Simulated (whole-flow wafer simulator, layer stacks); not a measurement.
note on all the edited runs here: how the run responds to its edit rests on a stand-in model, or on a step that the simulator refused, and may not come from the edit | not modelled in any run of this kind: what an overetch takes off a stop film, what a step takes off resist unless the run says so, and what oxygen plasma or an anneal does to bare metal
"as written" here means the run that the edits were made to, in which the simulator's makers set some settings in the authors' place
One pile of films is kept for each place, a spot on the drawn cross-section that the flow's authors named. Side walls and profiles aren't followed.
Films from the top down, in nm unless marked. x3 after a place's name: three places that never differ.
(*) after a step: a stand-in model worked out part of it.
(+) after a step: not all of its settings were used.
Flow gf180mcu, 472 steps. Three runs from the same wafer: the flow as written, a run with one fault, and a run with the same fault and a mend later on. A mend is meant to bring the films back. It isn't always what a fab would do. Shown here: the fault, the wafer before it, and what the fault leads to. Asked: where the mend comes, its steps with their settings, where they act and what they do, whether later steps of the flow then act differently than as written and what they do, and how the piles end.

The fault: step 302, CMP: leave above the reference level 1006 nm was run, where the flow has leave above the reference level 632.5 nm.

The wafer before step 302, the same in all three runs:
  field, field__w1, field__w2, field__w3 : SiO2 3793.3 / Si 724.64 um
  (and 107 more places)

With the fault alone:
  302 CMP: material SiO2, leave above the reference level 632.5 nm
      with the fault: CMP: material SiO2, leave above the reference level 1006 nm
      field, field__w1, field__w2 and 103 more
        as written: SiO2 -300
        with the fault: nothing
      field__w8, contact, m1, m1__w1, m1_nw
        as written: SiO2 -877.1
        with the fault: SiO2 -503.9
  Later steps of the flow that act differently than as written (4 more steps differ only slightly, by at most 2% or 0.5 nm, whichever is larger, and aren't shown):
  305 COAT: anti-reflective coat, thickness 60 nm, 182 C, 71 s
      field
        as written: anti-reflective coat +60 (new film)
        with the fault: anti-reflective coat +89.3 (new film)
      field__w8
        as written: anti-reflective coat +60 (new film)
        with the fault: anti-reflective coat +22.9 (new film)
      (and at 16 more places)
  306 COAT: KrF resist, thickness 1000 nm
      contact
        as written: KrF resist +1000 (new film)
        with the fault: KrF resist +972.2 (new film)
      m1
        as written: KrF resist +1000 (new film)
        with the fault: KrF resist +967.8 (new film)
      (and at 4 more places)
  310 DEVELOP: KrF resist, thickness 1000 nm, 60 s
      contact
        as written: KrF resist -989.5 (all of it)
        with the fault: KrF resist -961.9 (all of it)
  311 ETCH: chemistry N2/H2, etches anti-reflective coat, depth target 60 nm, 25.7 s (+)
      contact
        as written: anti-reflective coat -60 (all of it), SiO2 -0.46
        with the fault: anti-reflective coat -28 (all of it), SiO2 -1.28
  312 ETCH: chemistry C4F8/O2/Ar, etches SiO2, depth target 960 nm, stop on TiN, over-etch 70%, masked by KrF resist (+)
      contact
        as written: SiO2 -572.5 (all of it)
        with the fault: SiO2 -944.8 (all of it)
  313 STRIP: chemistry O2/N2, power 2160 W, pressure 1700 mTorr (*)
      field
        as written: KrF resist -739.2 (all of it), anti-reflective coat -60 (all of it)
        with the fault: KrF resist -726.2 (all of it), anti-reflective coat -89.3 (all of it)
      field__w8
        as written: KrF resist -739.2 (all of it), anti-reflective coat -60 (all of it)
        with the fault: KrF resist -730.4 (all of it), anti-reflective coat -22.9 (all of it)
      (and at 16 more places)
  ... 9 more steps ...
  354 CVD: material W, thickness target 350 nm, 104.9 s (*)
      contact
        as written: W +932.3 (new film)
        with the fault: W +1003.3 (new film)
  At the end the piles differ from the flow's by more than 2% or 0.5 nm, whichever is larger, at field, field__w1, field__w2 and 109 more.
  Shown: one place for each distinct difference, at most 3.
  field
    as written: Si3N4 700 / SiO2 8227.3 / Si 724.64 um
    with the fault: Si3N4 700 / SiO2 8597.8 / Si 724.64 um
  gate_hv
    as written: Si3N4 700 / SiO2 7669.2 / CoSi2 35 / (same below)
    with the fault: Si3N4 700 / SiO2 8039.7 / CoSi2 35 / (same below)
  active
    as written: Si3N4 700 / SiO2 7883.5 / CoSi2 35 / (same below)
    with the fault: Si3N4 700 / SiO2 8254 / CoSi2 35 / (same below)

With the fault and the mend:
  The mend comes after step 310.
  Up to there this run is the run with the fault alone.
  310a STRIP: chemistry O2/N2, power 2160 W, pressure 1700 mTorr (*)
      iso_ptap_pw, iso_ntap_nw, iso_nw_fld and 33 more
        KrF resist -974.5 (all of it), anti-reflective coat -60 (all of it)
      field_sub, field_sub__w1, field_sub__w2 and 10 more
        KrF resist -975.2 (all of it), anti-reflective coat -60.2 (all of it)
      p_well, sti, spacer, sd_n, mim_1p0, pad, dice_street
        KrF resist -974.6 (all of it), anti-reflective coat -60.6 (all of it)
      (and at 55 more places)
  310b CMP: material SiO2, leave above the reference level 632.5 nm (the flow's step 302 once more)
      field, field__w1, field__w2 and 103 more
        SiO2 -300
      field__w8, contact, m1, m1__w1, m1_nw
        SiO2 -373.2
  310c HMDS: 120 C, 60 s (the flow's step 304 once more)
      changes no film at any place that is followed
  310d COAT: anti-reflective coat, thickness 60 nm, 182 C, 71 s (the flow's step 305 once more)
      field, field__w1, field__w2 and 108 more
        anti-reflective coat +60 (new film)
  310e COAT: KrF resist, thickness 1000 nm (the flow's step 306 once more)
      field, field__w1, field__w2 and 108 more
        KrF resist +1000 (new film)
  310f SOFTBAKE: KrF resist (the flow's step 307 once more)
      changes no film at any place that is followed
  310g EXPOSE: photomask Via2 (the flow's step 308 once more)
      changes no film at any place that is followed
  310h PEB: KrF resist, 135 C, 90 s (the flow's step 309 once more)
      field, field__w1, field__w2 and 108 more
        KrF resist -10.5
  310i DEVELOP: KrF resist, thickness 1000 nm, 60 s (the flow's step 310 once more)
      field, field__w1, field__w2 and 107 more
        KrF resist -14.9
      contact
        KrF resist -989.5 (all of it)
  No later step of the flow acts differently than as written at any place that is followed.
  At the end the piles are the same as the flow's at every place that both follow.
